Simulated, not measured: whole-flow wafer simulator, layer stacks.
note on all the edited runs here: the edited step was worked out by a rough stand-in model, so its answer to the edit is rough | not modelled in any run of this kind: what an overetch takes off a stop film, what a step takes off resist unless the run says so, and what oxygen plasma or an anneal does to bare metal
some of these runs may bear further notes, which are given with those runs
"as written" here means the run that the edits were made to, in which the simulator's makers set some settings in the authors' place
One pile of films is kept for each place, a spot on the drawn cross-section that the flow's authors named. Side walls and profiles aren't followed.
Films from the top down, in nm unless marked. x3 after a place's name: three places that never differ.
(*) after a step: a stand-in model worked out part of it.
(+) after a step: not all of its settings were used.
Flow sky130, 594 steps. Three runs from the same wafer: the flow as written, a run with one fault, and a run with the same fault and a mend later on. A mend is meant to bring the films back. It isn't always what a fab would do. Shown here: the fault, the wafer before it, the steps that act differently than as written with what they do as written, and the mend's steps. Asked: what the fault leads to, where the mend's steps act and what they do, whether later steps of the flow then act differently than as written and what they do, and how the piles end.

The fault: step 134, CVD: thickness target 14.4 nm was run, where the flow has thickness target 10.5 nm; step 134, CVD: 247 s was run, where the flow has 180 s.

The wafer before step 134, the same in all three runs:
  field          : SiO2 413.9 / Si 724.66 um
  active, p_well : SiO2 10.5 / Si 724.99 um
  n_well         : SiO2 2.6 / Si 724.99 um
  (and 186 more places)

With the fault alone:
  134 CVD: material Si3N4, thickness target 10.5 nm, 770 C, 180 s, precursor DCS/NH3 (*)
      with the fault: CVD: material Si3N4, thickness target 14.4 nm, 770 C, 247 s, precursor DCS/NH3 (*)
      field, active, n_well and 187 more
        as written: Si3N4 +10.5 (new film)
        with the fault: Si3N4 +14.4 (new film)
  Later steps of the flow that act differently than as written (61 more steps differ only slightly, by at most 2% or 0.5 nm, whichever is larger, and aren't shown):
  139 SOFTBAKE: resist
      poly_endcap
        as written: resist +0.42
        with the fault: resist -0.85
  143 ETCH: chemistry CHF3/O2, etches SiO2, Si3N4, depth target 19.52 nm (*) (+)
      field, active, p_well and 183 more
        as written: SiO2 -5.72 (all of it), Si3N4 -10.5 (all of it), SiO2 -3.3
        with the fault: SiO2 -5.72 (all of it), Si3N4 -13.8
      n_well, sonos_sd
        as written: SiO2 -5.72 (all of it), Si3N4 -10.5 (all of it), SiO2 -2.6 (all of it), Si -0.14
        with the fault: SiO2 -5.72 (all of it), Si3N4 -13.8
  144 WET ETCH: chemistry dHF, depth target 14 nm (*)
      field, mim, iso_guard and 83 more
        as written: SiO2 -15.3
        with the fault: Si3N4 -0.6 (all of it), SiO2 -9.64
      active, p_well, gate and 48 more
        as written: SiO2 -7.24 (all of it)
        with the fault: Si3N4 -0.6 (all of it), SiO2 -8.8
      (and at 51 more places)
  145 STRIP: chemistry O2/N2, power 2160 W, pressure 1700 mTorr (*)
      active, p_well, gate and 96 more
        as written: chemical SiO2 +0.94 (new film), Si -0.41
        with the fault: nothing
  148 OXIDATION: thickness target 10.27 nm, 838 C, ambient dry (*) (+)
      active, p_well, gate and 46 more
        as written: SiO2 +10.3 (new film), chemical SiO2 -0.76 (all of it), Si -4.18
        with the fault: SiO2 +8.99, Si -3.96
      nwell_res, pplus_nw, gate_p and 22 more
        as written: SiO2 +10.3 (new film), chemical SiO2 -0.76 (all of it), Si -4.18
        with the fault: SiO2 +9.12, Si -4.01
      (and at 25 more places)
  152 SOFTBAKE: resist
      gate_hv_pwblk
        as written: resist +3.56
        with the fault: resist +4.07
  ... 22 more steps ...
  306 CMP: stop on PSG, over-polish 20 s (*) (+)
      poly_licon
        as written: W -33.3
        with the fault: W -41.5
  At the end the piles differ from the flow's by more than 2% or 0.5 nm, whichever is larger, at field, mim, sonos_cell and 90 more.
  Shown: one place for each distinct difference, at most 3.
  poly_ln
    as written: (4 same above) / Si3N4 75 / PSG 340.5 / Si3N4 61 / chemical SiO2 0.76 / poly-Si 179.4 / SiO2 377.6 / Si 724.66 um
    with the fault: (4 same above) / Si3N4 75 / PSG 332.4 / Si3N4 61 / chemical SiO2 0.76 / poly-Si 179.4 / SiO2 386.6 / Si 724.66 um
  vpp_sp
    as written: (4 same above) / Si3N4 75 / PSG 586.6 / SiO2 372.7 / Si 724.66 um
    with the fault: (4 same above) / Si3N4 75 / PSG 578.5 / SiO2 381.6 / Si 724.66 um
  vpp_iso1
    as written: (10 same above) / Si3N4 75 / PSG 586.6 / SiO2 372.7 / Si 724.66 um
    with the fault: (10 same above) / Si3N4 75 / PSG 578.5 / SiO2 381.6 / Si 724.66 um

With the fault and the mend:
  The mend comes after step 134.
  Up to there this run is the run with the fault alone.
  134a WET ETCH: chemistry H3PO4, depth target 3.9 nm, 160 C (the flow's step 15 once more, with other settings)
      field, active, n_well and 187 more
        Si3N4 -3.9
  No later step of the flow acts differently than as written, at any place that is followed, by more than 2% or 0.5 nm, whichever is larger.
  At the end the piles are the same as the flow's at every place that both follow.
